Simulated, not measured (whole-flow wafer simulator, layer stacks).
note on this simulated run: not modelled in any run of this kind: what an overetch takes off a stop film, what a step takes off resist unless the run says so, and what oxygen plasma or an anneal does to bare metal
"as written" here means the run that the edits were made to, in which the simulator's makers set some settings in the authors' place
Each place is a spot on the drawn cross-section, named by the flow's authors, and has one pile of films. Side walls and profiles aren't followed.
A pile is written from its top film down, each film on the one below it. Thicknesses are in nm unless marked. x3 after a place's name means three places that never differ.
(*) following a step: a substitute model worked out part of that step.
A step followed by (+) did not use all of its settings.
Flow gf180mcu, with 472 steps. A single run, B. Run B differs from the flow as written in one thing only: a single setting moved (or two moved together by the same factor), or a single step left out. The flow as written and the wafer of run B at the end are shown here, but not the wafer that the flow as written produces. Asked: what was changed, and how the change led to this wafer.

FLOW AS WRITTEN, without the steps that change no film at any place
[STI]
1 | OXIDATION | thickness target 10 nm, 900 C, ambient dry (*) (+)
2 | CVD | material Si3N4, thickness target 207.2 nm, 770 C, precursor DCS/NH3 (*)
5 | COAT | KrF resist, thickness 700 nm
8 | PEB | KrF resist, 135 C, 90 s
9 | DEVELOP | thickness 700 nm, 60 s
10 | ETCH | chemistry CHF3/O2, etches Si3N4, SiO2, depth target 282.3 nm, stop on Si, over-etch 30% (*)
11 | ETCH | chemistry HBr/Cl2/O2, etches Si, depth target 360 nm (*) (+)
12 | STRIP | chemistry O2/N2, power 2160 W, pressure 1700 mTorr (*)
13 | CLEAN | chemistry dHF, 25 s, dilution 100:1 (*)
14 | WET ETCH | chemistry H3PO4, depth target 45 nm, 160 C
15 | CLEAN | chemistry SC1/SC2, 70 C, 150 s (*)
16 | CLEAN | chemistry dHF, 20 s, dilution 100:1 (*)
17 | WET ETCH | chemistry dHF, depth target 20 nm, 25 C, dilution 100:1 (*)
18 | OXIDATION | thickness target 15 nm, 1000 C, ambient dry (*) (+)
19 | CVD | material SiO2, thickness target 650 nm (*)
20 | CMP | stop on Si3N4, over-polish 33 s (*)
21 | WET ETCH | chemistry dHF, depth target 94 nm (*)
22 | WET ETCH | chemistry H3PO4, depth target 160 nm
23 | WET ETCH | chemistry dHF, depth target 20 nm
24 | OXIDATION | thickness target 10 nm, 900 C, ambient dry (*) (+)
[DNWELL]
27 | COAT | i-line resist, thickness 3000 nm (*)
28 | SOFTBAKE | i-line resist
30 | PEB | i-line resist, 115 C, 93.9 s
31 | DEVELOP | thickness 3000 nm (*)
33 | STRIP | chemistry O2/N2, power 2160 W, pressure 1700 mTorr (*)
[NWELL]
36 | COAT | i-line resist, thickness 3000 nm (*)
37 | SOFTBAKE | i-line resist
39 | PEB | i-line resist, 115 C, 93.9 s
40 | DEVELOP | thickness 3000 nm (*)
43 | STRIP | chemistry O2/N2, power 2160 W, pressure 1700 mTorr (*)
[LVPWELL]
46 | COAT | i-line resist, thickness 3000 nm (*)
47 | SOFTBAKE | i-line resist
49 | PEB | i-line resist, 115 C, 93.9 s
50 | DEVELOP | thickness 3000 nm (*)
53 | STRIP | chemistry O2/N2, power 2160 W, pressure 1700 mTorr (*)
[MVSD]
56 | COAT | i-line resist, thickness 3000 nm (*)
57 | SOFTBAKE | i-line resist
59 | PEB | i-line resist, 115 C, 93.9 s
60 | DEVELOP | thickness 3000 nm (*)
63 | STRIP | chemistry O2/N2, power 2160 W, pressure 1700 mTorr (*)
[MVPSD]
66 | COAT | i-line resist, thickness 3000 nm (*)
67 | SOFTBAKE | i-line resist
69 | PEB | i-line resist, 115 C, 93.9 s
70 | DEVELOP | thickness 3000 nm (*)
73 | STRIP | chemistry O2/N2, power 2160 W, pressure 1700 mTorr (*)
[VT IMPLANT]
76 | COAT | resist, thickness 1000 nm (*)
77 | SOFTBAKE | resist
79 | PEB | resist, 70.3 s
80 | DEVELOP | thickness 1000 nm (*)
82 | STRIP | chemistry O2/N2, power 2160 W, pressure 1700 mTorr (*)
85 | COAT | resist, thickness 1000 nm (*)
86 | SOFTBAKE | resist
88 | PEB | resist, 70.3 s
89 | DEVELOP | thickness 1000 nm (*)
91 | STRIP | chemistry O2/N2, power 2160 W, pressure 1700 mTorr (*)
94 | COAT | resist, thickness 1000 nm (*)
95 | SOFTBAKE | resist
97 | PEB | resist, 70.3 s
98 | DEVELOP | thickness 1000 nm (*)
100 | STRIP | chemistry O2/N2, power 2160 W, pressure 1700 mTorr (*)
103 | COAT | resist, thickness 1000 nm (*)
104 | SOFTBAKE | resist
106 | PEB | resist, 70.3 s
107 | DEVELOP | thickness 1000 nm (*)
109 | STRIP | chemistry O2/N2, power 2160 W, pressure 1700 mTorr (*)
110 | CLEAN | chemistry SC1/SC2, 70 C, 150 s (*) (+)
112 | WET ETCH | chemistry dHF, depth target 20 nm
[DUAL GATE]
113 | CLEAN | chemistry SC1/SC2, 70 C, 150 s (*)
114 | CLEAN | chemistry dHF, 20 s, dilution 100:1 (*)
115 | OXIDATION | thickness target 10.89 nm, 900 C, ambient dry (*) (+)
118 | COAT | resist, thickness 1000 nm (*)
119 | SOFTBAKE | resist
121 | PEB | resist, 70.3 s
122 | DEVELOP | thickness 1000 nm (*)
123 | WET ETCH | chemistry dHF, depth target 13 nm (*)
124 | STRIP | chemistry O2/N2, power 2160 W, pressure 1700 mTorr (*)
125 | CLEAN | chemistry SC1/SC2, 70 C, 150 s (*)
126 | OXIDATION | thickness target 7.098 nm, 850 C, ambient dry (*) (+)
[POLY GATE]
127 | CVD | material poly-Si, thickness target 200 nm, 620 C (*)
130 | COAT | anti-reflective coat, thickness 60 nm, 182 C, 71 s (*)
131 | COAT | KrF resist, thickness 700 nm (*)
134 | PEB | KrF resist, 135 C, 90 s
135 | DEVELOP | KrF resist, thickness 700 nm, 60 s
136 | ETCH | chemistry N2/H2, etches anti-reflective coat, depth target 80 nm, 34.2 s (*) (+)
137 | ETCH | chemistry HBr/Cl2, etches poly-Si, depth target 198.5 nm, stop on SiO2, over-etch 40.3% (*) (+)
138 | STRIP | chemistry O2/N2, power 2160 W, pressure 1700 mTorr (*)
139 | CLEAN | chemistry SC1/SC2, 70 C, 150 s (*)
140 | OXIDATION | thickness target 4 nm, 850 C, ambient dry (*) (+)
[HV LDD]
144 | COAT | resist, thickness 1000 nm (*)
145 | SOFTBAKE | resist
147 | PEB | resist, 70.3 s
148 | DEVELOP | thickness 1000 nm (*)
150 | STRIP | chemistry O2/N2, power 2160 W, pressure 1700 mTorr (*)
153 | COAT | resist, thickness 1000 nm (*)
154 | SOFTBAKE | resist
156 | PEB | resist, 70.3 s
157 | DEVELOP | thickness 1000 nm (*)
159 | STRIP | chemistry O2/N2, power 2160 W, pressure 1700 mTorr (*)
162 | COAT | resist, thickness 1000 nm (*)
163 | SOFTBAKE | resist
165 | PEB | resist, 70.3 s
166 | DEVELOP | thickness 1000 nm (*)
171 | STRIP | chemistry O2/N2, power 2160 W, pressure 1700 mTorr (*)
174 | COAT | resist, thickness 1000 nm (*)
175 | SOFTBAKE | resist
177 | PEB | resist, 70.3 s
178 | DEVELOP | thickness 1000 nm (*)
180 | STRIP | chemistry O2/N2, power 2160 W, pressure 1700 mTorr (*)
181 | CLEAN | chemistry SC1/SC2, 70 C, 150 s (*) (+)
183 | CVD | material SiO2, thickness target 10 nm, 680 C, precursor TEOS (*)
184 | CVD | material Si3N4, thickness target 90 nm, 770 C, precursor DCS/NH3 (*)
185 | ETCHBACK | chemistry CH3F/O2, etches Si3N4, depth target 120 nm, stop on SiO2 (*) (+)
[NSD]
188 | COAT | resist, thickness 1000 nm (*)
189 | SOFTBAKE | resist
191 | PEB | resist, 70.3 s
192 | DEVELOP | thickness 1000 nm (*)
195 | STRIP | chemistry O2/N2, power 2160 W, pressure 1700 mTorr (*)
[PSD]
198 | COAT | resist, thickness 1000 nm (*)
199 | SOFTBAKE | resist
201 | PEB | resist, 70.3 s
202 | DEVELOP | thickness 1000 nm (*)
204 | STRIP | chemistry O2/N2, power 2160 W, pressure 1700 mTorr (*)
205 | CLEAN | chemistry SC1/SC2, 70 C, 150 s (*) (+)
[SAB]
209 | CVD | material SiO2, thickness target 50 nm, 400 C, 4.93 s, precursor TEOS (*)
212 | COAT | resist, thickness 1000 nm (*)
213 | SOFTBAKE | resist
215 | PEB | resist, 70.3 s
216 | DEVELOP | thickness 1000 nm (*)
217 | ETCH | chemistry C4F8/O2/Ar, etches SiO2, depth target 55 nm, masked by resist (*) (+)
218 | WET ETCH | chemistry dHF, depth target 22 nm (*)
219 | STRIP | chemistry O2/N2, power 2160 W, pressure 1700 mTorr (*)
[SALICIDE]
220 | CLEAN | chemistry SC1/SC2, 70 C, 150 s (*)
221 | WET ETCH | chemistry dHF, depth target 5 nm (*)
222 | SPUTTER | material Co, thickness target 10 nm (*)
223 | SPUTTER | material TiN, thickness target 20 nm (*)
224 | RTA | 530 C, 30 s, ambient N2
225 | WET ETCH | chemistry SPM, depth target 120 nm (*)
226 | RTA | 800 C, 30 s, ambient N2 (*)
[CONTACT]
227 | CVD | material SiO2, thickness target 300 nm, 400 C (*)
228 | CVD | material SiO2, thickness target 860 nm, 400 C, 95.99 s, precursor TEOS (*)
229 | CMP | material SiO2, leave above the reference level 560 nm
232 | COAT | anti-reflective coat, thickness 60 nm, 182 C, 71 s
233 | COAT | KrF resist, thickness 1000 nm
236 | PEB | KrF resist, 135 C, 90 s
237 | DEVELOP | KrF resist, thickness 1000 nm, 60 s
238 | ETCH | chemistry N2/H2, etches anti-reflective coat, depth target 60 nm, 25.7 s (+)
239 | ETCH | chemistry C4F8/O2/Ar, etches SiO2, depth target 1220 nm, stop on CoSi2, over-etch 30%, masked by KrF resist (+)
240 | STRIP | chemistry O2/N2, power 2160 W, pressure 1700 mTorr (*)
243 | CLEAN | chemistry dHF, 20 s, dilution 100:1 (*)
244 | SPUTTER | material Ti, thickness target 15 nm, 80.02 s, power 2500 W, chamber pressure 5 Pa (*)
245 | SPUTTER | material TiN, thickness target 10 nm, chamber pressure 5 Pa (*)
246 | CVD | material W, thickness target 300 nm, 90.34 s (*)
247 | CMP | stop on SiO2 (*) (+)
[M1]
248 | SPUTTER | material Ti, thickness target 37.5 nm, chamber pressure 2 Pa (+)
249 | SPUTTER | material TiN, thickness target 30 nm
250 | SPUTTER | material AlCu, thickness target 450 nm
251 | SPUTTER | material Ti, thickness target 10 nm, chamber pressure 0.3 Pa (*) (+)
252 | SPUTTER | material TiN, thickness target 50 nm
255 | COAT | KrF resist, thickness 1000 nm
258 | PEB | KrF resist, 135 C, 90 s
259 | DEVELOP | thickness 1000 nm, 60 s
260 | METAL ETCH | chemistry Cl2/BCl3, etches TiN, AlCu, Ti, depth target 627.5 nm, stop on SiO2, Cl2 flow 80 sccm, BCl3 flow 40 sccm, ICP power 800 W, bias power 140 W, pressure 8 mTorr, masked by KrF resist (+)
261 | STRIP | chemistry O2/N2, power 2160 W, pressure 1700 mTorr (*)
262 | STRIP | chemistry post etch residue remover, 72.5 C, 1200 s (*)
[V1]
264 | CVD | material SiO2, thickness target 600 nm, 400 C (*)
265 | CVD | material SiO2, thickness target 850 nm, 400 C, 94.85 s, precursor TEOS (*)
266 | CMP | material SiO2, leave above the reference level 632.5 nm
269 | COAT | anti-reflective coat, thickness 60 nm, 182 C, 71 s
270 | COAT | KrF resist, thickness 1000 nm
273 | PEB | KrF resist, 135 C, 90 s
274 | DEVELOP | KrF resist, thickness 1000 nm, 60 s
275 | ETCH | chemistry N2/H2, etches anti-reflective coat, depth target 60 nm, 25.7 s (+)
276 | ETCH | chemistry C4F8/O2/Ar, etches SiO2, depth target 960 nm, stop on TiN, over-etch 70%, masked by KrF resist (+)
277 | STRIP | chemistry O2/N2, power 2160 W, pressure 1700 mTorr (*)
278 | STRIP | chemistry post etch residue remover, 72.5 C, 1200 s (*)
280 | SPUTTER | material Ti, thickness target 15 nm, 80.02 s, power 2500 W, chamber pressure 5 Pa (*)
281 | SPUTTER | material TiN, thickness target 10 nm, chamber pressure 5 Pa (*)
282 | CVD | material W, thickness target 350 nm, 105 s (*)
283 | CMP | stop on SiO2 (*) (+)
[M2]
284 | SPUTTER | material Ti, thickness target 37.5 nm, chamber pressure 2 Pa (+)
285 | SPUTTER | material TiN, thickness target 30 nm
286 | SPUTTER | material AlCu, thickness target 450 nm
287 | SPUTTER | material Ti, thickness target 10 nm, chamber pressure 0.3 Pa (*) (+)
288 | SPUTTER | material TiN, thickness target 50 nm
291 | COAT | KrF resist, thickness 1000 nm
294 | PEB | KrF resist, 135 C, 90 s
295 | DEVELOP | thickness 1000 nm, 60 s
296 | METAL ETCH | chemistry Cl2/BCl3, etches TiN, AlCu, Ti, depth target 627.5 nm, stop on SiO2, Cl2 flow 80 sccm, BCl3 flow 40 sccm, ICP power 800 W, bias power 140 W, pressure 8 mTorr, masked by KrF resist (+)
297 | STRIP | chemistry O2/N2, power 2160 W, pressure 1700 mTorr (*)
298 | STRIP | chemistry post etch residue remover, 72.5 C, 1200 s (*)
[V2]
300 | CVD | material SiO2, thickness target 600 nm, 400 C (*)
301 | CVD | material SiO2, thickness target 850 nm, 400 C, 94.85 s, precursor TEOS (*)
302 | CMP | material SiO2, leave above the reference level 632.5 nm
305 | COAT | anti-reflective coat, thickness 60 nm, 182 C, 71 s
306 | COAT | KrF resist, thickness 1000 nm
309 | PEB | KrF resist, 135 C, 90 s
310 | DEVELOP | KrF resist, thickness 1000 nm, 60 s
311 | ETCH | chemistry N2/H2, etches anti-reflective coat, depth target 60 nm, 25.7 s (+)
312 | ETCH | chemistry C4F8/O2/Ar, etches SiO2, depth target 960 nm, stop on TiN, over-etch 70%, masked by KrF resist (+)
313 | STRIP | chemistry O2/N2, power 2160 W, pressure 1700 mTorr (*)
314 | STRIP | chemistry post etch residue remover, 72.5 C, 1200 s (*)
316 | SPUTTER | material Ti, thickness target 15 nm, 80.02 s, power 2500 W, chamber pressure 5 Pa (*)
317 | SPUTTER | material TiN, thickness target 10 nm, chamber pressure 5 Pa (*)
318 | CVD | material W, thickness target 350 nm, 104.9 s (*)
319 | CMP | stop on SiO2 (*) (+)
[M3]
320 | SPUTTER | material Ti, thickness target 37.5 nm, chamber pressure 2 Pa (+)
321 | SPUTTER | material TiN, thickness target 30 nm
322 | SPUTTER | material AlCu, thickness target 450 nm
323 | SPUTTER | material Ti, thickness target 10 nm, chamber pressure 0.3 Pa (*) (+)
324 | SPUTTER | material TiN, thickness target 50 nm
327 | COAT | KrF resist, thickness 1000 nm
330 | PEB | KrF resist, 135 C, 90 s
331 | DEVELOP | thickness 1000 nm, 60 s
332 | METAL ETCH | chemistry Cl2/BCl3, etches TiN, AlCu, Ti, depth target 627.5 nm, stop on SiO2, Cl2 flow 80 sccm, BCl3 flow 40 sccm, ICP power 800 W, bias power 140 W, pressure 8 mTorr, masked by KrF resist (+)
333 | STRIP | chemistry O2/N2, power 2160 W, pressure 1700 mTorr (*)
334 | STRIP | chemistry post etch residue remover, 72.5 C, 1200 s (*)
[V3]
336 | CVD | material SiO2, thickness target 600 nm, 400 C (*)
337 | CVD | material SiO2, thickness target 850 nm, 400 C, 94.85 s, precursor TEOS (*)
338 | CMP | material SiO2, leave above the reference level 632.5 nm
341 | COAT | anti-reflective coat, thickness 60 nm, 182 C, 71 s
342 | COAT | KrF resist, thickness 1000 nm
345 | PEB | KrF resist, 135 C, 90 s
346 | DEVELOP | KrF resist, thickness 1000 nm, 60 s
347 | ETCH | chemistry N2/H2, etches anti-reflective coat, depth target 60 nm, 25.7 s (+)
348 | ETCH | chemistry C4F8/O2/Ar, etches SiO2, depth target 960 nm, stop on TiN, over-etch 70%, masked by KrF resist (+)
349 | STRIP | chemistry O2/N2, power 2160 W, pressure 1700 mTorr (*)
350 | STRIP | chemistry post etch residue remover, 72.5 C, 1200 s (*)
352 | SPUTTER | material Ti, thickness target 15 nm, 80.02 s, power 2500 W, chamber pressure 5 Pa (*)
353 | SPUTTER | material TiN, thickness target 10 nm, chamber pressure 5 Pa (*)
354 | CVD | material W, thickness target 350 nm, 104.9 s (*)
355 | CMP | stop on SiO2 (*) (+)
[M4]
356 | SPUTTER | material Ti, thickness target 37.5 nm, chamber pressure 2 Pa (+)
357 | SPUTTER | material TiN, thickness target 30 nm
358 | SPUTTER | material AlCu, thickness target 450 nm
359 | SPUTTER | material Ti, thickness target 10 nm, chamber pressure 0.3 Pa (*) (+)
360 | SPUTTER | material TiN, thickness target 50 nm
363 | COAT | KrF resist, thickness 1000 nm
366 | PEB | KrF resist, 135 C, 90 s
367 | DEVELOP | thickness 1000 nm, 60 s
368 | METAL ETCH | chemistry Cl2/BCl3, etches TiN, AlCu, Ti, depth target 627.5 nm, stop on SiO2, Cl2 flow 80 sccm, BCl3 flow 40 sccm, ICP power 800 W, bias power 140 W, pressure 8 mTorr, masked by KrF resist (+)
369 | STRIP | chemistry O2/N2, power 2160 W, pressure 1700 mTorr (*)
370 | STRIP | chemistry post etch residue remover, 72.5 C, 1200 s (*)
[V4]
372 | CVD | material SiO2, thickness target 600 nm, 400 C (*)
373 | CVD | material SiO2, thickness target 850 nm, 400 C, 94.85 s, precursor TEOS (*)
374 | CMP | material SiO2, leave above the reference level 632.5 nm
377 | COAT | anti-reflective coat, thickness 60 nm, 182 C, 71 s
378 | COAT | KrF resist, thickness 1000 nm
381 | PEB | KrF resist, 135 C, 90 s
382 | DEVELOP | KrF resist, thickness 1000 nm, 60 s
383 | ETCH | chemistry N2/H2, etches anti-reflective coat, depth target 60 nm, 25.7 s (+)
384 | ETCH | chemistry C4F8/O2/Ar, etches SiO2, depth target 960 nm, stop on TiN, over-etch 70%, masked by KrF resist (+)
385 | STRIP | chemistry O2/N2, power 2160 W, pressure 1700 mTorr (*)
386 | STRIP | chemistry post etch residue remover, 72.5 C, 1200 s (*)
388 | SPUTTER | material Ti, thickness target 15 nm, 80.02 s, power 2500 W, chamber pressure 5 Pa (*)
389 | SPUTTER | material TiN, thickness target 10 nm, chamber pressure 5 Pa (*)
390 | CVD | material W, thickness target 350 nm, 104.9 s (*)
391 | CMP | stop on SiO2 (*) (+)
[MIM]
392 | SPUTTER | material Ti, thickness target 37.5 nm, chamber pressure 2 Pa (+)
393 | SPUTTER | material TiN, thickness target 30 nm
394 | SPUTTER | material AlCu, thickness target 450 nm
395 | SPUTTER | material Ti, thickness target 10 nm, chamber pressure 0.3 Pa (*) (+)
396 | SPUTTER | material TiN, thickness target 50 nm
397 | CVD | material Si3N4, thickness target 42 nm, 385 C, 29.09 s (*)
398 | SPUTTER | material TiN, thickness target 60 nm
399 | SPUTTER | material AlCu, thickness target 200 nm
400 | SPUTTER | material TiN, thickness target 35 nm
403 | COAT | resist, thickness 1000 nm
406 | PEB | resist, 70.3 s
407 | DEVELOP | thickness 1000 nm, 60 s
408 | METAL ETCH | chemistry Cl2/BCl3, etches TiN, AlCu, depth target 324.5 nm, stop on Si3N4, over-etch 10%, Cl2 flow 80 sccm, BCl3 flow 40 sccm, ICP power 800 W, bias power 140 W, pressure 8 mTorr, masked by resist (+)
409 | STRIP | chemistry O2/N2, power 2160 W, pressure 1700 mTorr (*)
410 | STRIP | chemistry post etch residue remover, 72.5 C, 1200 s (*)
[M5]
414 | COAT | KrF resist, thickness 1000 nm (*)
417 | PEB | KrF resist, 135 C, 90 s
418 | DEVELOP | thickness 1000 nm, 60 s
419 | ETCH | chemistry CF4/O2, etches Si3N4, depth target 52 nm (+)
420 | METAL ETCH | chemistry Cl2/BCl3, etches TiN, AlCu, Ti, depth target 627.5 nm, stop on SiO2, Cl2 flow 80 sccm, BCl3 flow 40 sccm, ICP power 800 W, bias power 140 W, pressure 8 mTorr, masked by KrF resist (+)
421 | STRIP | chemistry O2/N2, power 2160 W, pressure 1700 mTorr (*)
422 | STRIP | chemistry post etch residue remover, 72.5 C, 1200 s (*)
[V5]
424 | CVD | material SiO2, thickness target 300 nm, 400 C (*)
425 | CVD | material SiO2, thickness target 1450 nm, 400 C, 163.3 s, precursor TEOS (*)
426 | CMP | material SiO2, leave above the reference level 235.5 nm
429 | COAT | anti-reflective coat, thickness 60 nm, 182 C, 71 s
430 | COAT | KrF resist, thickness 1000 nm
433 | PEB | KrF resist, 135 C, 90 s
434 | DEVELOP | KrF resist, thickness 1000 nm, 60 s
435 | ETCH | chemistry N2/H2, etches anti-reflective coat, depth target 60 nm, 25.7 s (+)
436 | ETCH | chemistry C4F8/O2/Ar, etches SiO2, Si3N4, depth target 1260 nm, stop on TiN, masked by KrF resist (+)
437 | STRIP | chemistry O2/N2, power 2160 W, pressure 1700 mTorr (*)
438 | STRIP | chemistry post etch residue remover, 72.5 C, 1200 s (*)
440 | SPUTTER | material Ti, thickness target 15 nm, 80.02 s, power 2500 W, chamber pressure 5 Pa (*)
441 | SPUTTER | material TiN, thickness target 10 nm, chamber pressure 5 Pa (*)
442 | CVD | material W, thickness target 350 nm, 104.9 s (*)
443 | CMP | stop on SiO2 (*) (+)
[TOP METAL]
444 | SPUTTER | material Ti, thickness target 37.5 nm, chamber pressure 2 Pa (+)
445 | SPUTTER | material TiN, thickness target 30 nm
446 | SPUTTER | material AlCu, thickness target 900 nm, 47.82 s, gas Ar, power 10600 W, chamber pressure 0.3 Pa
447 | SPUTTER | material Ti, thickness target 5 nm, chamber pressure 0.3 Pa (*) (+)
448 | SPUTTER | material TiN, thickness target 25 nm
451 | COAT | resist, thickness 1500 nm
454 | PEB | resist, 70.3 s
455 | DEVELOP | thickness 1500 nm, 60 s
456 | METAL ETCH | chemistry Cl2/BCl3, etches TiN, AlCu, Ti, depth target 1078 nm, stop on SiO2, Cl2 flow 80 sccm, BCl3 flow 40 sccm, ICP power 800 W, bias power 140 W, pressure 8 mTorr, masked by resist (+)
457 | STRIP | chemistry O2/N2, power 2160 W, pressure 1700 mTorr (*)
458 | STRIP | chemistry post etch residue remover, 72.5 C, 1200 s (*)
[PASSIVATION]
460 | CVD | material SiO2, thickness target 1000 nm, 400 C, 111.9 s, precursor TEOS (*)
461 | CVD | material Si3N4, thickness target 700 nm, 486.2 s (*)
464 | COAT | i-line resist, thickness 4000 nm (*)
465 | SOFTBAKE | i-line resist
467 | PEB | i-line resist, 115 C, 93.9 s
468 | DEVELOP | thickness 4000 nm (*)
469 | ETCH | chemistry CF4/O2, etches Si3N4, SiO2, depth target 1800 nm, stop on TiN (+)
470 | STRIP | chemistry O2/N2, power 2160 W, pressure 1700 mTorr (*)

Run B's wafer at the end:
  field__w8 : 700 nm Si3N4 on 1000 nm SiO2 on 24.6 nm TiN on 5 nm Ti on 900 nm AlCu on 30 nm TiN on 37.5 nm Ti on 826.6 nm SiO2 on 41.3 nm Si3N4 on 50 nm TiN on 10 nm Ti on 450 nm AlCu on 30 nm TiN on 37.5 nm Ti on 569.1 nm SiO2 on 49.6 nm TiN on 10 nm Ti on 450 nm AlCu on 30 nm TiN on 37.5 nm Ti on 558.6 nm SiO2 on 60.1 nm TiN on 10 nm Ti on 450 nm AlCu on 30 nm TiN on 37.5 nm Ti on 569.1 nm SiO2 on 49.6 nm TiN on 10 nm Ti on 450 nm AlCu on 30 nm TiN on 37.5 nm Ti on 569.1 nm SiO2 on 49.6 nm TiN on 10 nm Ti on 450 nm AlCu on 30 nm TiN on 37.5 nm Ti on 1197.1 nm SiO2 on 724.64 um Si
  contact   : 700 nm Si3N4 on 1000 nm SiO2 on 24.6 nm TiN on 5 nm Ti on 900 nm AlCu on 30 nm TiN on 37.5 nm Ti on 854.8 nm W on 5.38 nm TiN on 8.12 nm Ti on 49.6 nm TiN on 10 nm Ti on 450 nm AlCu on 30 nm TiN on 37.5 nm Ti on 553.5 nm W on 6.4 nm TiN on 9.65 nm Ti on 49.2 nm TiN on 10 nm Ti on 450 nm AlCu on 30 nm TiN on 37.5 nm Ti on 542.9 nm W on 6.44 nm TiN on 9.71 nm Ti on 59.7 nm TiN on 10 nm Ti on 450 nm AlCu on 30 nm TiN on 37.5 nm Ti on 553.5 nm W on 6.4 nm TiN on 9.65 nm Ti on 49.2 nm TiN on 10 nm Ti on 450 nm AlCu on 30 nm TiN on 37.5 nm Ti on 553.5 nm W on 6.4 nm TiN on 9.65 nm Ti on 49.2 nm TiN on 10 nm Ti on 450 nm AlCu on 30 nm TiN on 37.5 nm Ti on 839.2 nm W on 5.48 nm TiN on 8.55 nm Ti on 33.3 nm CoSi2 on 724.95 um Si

What caused this: step 324, SPUTTER: thickness target 60.5 nm was run, whereas the flow has thickness target 50 nm.

How this came from the change, step by step:
  324 | SPUTTER | material TiN, thickness target 50 nm
      field, field__w1, field__w2 and 108 more: +60.5 TiN (new film) (as written it would have been: +50 TiN (new film))
  332 | METAL ETCH | chemistry Cl2/BCl3, etches TiN, AlCu, Ti, depth target 627.5 nm, stop on SiO2, Cl2 flow 80 sccm, BCl3 flow 40 sccm, ICP power 800 W, bias power 140 W, pressure 8 mTorr, masked by KrF resist (+)
      field, field__w1, field__w2 and 103 more: -60.5 TiN (all of it), -10 Ti (all of it), -450 AlCu (all of it), -30 TiN (all of it), -37.5 Ti (all of it) (as written it would have been: -50 TiN (all of it), -10 Ti (all of it), -450 AlCu (all of it), -30 TiN (all of it), -37.5 Ti (all of it))
